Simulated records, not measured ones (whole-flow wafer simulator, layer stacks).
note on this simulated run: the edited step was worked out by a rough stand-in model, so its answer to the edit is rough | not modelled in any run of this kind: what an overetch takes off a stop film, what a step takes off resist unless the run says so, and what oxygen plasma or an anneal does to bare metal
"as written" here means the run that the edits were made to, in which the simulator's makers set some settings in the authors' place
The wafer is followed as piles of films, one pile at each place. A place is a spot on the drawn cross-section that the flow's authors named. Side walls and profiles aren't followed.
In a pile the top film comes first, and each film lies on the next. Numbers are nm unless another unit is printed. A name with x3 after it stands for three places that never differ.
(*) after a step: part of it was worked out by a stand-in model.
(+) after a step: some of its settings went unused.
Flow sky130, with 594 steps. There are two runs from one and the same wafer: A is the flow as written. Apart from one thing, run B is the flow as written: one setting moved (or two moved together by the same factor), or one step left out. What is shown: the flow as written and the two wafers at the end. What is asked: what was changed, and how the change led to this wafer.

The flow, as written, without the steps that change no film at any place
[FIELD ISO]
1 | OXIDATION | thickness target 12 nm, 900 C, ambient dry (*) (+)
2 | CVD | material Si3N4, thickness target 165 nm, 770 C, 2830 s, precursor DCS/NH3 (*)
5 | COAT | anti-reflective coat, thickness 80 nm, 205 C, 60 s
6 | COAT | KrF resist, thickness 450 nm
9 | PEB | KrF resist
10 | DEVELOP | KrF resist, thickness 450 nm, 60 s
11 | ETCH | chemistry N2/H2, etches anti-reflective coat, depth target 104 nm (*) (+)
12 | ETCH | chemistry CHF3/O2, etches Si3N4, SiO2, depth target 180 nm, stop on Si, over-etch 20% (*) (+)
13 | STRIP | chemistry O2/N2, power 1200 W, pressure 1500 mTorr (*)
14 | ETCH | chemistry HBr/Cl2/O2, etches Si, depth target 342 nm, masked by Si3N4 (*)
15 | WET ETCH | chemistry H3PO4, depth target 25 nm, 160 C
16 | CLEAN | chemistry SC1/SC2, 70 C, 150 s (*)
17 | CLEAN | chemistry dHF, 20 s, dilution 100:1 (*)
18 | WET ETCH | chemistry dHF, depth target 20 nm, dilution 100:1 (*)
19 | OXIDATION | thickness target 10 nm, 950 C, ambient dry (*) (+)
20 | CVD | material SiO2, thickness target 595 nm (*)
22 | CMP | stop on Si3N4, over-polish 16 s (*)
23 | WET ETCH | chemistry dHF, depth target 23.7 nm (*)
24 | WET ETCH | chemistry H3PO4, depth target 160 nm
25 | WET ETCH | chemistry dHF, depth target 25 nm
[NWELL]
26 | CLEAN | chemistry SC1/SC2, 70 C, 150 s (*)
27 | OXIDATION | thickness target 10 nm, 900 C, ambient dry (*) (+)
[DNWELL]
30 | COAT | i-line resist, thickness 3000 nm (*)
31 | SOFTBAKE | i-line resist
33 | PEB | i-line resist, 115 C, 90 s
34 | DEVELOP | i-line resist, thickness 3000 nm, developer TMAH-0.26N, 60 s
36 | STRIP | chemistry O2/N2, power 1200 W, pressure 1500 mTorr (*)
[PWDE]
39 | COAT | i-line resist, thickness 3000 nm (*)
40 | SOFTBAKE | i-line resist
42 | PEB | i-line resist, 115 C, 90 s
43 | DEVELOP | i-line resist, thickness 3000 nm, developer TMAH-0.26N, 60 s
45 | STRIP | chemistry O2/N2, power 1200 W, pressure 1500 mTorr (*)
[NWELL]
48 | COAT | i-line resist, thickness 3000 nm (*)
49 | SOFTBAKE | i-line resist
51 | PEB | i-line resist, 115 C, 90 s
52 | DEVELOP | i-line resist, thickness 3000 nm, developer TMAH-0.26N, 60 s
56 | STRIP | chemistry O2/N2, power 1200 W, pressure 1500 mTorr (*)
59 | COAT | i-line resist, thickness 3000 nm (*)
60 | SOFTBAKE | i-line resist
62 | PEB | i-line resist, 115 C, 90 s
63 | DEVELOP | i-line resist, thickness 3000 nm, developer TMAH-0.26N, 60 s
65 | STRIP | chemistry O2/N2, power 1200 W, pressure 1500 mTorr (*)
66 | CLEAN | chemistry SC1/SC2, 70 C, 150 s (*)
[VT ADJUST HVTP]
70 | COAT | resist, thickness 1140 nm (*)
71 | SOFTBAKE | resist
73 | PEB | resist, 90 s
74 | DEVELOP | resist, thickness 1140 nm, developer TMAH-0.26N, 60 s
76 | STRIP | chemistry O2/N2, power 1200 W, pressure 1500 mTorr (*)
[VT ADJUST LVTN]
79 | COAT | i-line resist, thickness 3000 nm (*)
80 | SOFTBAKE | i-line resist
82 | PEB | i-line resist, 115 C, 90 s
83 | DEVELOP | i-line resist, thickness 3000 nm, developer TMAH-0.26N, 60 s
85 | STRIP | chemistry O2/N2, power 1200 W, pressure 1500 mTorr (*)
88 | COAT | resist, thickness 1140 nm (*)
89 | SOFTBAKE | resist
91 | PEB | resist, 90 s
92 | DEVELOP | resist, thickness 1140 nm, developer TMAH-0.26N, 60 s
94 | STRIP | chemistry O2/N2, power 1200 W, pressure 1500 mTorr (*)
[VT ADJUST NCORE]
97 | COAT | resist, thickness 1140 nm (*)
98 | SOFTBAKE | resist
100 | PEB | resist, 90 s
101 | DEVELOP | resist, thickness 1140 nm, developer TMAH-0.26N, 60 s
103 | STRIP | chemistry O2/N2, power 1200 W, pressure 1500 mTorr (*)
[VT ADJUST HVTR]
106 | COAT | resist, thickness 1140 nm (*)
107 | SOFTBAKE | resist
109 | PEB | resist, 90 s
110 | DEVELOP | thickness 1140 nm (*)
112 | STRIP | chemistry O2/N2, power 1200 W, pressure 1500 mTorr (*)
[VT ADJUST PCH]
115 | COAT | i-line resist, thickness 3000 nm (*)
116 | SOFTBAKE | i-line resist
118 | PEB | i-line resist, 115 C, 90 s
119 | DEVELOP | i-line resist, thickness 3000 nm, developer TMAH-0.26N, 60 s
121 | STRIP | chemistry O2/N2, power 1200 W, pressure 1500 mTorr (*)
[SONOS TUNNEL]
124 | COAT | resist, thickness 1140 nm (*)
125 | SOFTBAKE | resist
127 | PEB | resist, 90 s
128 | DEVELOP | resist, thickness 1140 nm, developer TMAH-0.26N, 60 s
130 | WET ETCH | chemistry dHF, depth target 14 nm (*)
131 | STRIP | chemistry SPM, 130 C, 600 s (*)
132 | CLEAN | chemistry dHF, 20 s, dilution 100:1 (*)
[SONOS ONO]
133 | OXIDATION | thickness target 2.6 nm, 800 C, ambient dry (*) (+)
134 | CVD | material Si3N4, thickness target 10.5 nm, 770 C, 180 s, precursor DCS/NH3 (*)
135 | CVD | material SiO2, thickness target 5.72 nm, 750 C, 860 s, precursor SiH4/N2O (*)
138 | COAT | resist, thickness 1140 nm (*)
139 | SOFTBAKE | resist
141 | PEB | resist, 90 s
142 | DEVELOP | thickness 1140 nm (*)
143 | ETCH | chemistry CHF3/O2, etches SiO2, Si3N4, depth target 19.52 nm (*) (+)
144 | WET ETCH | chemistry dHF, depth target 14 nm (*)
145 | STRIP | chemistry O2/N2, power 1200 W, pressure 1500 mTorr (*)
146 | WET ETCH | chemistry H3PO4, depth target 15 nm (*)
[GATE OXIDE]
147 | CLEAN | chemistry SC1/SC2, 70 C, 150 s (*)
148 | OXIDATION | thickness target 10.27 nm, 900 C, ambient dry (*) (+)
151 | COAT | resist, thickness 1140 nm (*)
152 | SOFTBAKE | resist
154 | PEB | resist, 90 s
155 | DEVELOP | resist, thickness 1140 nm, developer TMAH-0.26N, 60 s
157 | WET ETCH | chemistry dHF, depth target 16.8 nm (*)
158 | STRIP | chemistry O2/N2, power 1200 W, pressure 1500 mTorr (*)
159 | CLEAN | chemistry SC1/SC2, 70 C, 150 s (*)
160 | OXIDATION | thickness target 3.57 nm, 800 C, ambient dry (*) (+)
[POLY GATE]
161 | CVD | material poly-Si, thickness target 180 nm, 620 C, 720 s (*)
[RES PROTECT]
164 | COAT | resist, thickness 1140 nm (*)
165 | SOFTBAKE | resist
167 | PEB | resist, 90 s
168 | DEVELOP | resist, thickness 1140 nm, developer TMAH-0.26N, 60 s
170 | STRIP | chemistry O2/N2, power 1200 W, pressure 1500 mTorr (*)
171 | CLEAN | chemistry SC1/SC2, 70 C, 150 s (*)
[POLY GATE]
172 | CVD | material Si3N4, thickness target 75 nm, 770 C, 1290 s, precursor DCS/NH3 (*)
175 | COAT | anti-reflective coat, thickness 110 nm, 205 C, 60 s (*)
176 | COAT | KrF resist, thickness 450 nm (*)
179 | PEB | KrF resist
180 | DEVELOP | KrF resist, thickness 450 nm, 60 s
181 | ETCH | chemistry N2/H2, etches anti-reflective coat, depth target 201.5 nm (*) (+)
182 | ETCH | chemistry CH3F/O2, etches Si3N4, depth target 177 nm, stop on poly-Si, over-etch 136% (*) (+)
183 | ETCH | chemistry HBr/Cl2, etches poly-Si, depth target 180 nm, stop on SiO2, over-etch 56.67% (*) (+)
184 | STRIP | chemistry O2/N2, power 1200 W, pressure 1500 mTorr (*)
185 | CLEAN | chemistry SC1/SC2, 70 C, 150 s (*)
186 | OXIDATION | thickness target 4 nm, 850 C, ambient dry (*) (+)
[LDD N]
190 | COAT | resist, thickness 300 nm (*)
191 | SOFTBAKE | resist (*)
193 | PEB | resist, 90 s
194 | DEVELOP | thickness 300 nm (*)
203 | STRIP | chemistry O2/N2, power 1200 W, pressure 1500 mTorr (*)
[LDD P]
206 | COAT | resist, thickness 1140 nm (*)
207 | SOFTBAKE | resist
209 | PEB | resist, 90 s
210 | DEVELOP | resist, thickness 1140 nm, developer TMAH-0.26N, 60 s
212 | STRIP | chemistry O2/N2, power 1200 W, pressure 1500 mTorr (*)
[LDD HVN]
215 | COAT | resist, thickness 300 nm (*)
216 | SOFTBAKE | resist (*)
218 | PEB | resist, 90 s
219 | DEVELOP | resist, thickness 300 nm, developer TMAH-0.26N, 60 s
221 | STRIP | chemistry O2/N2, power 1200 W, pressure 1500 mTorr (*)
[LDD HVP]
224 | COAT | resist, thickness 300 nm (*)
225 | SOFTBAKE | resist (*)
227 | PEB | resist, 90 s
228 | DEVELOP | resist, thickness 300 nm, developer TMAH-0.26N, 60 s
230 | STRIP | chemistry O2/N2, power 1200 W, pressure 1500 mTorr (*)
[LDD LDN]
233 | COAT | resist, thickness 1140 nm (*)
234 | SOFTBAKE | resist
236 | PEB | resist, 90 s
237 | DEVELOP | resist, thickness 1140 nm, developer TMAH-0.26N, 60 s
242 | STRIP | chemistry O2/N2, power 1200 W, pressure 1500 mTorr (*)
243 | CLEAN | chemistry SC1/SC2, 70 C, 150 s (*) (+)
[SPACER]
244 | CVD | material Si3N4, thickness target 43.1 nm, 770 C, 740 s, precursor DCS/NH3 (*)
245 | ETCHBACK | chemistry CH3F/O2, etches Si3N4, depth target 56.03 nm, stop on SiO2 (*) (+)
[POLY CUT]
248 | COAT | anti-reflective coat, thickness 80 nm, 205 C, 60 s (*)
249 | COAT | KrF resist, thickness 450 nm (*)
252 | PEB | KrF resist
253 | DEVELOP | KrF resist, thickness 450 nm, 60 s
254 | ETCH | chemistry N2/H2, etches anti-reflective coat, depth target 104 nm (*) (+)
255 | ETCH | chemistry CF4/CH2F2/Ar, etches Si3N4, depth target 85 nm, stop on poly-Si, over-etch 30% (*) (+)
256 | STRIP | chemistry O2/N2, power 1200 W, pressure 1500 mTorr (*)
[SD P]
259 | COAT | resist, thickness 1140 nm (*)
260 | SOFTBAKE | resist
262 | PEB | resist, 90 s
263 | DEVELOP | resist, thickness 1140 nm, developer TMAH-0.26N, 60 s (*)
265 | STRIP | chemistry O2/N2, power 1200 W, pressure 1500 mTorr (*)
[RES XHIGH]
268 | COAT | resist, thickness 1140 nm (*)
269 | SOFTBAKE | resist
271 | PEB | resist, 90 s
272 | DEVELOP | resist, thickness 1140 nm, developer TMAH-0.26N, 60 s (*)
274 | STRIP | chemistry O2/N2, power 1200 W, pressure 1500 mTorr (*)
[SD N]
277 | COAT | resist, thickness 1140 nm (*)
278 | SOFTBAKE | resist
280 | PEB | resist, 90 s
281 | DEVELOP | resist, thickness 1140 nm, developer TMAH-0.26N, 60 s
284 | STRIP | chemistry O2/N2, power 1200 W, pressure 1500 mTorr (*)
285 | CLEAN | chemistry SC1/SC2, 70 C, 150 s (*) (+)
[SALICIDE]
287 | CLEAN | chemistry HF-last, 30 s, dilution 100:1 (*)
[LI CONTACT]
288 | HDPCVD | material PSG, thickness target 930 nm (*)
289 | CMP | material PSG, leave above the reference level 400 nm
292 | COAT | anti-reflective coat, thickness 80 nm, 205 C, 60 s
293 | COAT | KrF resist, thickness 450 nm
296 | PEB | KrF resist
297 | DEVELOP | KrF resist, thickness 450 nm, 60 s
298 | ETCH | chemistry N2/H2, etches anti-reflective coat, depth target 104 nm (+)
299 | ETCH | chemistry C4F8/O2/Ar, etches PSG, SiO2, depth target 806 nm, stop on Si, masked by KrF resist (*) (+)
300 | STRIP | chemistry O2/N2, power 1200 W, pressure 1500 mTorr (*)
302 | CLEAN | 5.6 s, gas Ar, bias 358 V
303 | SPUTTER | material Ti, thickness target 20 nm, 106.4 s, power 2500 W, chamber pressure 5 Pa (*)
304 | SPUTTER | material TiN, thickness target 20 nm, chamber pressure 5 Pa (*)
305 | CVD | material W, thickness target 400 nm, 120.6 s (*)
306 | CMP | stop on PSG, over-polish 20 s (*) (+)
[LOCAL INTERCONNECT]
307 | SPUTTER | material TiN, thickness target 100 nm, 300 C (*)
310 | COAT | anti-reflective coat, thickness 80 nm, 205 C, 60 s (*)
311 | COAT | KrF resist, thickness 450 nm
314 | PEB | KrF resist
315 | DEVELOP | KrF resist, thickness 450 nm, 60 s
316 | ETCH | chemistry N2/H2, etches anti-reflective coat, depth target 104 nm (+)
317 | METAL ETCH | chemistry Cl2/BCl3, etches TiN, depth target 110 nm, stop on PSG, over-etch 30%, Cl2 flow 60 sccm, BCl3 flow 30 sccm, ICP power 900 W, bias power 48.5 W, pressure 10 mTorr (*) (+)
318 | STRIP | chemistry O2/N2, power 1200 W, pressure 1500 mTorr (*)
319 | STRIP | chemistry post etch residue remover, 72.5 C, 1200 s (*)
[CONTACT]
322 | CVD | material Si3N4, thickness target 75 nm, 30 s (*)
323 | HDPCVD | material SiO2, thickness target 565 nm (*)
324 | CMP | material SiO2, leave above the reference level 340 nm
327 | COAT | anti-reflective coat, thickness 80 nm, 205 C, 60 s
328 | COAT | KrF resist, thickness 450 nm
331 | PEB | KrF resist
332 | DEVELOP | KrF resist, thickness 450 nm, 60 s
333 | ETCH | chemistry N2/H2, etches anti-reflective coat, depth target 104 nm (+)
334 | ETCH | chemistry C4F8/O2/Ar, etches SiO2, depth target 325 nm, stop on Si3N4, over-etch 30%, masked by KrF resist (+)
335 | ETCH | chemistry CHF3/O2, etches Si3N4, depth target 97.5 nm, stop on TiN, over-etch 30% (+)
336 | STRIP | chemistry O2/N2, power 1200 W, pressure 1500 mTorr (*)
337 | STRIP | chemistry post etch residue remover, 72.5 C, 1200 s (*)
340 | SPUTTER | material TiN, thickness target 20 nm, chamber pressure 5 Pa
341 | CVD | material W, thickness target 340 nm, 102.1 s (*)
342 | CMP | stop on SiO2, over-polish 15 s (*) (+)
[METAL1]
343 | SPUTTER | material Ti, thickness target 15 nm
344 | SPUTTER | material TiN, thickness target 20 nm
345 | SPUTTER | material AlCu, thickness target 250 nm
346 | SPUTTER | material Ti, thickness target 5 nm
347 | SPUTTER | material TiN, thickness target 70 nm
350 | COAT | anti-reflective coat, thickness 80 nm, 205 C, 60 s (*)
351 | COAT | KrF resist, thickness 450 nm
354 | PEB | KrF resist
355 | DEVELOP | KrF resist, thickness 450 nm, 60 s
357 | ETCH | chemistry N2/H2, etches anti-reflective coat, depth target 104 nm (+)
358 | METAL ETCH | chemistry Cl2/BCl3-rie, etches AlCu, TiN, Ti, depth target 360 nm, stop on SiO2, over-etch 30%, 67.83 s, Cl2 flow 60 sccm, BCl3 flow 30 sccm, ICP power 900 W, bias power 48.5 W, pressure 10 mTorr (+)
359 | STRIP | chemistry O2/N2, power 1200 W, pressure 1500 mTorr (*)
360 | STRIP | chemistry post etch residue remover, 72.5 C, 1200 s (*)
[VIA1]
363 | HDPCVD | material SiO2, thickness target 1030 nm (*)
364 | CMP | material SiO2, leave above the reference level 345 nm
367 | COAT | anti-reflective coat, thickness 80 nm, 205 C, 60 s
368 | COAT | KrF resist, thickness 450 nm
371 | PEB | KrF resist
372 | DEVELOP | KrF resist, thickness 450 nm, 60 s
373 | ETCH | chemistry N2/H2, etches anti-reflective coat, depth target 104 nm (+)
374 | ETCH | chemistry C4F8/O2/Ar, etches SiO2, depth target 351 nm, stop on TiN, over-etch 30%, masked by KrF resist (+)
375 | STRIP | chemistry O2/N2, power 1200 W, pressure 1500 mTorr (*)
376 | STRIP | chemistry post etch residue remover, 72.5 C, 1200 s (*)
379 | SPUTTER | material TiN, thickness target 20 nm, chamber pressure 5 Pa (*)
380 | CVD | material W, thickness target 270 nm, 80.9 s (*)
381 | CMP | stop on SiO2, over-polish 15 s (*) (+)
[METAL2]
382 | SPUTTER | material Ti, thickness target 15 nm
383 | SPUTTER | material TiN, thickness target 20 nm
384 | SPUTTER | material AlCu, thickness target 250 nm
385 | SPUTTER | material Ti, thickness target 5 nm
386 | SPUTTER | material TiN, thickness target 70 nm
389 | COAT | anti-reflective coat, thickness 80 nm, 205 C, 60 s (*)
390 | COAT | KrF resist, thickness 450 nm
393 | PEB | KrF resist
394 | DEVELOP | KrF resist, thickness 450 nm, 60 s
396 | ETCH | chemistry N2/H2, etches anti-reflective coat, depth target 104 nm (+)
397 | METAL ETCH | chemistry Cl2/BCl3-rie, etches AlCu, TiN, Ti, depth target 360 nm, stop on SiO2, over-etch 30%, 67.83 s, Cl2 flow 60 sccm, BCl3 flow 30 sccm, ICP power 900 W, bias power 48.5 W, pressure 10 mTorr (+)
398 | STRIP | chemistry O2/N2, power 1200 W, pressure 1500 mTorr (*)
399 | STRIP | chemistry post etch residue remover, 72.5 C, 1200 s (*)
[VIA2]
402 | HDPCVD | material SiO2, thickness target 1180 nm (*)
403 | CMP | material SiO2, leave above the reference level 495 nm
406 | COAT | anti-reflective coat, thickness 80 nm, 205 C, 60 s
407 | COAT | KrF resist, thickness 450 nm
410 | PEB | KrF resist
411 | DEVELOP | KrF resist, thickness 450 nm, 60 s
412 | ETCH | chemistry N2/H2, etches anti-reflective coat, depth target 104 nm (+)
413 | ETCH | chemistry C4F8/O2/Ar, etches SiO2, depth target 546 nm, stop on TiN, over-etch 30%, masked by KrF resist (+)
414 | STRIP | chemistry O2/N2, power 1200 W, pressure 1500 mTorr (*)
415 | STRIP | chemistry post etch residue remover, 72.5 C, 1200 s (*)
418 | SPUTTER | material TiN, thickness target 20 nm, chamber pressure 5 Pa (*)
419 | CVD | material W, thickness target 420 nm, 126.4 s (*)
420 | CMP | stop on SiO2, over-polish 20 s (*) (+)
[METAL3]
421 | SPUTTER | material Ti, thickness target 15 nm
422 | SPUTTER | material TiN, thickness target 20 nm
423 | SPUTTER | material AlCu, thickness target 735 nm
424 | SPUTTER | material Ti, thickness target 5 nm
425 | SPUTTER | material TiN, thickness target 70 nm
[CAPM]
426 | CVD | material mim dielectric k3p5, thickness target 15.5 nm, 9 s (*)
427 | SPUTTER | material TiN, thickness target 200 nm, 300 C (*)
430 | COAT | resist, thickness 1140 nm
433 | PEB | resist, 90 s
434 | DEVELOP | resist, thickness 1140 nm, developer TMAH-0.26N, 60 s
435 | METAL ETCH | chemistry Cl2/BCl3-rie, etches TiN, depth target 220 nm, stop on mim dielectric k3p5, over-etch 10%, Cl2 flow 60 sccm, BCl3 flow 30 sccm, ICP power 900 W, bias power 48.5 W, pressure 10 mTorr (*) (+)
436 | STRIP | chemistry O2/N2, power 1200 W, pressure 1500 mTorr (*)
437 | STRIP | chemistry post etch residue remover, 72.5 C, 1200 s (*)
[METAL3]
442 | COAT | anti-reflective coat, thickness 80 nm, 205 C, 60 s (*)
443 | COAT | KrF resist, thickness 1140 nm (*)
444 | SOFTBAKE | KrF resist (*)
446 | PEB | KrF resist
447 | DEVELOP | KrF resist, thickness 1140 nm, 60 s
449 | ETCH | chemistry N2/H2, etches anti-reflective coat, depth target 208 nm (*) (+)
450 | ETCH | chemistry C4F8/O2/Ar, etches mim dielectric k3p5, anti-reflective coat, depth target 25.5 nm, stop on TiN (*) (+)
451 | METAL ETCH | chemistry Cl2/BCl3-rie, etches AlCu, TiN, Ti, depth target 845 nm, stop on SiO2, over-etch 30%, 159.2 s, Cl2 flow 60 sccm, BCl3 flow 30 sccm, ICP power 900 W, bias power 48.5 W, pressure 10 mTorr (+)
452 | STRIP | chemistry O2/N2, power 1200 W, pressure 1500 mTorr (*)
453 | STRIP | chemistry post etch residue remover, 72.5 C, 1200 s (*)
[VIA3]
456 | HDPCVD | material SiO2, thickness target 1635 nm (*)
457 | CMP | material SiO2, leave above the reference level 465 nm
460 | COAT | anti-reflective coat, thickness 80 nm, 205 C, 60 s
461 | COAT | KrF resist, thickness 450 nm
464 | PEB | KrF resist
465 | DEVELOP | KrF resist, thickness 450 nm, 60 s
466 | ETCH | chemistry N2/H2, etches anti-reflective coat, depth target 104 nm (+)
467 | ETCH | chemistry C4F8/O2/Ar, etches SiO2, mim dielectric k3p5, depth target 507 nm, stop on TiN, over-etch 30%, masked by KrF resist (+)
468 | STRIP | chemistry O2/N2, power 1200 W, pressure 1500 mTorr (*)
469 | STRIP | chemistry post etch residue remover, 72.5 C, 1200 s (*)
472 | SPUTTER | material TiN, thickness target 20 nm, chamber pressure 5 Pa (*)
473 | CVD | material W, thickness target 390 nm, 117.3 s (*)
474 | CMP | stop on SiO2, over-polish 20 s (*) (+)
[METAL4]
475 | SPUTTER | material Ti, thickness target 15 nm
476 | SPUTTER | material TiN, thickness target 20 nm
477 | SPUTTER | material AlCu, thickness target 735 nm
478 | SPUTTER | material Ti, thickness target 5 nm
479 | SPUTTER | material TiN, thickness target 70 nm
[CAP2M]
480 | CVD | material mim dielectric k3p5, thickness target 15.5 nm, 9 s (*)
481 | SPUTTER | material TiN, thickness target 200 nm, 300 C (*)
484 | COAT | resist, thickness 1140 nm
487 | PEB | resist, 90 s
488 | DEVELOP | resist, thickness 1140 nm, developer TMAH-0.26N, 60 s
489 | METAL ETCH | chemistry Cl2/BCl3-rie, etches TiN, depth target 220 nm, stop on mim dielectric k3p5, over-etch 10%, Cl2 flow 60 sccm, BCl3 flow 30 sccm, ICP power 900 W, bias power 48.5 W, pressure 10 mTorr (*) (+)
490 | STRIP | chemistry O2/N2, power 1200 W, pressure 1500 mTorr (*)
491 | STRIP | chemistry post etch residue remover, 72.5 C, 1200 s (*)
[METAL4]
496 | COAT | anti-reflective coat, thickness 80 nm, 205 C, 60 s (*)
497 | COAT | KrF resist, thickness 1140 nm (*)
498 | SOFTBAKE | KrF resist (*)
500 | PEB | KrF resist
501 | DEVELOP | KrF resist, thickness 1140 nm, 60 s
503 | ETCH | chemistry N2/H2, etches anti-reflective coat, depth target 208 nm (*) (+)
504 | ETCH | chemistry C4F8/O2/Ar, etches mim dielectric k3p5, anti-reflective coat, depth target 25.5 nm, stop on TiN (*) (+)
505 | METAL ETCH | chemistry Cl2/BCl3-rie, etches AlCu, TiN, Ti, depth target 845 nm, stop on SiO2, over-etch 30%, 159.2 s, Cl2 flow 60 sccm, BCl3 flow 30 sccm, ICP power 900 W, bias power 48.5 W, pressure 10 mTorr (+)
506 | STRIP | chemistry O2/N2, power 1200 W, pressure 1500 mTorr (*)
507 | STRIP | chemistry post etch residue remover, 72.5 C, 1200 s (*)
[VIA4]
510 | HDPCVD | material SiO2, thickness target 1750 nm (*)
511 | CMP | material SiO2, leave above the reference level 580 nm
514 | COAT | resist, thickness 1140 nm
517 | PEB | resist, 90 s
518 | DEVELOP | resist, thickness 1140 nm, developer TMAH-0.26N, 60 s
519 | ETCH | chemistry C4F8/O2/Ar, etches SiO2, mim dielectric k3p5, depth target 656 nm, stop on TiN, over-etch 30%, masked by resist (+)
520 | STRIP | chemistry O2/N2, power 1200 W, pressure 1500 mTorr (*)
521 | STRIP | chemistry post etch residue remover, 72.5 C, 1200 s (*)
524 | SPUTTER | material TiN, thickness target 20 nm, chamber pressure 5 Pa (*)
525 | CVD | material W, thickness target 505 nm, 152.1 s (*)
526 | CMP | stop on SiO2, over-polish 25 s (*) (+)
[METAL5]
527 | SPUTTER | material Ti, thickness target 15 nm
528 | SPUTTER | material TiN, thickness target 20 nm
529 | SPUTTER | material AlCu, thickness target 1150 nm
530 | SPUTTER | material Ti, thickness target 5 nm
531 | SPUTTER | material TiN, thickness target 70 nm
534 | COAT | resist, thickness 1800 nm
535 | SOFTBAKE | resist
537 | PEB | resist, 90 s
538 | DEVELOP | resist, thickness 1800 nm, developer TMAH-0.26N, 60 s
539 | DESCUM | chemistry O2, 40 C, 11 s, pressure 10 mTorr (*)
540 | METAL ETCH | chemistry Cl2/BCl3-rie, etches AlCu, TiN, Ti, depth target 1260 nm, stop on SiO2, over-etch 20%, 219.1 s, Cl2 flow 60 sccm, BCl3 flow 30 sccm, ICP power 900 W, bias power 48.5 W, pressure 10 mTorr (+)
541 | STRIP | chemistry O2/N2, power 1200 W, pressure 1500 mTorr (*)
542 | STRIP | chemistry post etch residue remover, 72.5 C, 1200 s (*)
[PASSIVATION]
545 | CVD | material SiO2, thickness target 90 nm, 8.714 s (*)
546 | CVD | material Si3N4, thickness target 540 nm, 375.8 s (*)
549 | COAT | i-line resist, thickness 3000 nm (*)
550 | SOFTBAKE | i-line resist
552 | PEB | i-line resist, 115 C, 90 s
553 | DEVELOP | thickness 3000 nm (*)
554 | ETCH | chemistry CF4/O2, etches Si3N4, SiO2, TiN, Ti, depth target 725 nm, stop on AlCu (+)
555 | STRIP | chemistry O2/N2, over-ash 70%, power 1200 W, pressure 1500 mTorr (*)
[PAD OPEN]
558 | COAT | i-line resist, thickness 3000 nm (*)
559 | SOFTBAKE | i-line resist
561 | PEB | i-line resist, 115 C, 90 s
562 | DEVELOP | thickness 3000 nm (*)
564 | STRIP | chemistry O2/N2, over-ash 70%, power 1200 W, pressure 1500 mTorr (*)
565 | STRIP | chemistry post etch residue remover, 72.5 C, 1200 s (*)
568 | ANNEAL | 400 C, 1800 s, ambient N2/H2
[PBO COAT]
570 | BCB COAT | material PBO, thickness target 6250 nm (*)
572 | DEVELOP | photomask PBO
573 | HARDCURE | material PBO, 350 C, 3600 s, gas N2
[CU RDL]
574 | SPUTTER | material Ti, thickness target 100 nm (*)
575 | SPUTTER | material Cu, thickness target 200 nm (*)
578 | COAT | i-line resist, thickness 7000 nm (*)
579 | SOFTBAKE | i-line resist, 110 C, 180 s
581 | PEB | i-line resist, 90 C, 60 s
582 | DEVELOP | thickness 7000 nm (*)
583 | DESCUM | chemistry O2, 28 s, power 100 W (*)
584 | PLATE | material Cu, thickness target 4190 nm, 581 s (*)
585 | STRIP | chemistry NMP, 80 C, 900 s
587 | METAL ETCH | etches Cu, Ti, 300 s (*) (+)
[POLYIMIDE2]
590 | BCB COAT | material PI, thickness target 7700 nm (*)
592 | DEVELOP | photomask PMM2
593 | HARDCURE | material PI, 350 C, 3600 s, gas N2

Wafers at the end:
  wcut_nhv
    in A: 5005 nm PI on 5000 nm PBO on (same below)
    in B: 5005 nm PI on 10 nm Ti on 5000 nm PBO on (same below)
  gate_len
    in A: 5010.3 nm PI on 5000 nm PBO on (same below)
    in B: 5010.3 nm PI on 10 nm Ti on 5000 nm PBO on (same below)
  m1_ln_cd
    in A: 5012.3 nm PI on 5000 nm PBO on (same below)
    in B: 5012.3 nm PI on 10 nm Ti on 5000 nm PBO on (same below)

The reason: step 575, SPUTTER: thickness target 300 nm was run, while the flow as written has thickness target 200 nm.

How this came from the change, step by step:
  575 | SPUTTER | material Cu, thickness target 200 nm (*)
      field, active, n_well and 190 more: A +200 Cu (new film) | B +300 Cu (new film)
  587 | METAL ETCH | etches Cu, Ti, 300 s (*) (+)
      field, active, gate and 167 more: A -200 Cu (all of it), -100 Ti (all of it) | B -300 Cu (all of it), -90 Ti
  590 | BCB COAT | material PI, thickness target 7700 nm (*)
      n_well, p_well, sd_n, sd_p: A +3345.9 PI (new film) | B +3255.9 PI (new film)
      mim: A +3640.8 PI (new film) | B +3555.1 PI (new film)
      (also at 14 further places)
  593 | HARDCURE | material PI, 350 C, 3600 s, gas N2
      n_well, p_well, sd_n, sd_p: A -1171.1 PI | B -1139.6 PI
With metal films that touch counted as one body, wcut_nhv has 6 bodies (between them, from the top down: PBO 5000 / Si3N4 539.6 / SiO2 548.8 / mim dielectric k3p5 15.5; SiO2 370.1 / mim dielectric k3p5 15.5; SiO2 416; SiO2 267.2; SiO2 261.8 / Si3N4 75); the flow as written gives 5 bodies (between them, from the top down: SiO2 370.1 / mim dielectric k3p5 15.5; SiO2 416; SiO2 267.2; SiO2 261.8 / Si3N4 75).
With metal films that touch counted as one body, gate_len has 1 body; the flow as written gives 0 bodies.
With metal films that touch counted as one body, m1_ln_cd has 2 bodies (between them, from the top down: PBO 5000 / Si3N4 539.6 / SiO2 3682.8); the flow as written gives 1 body.
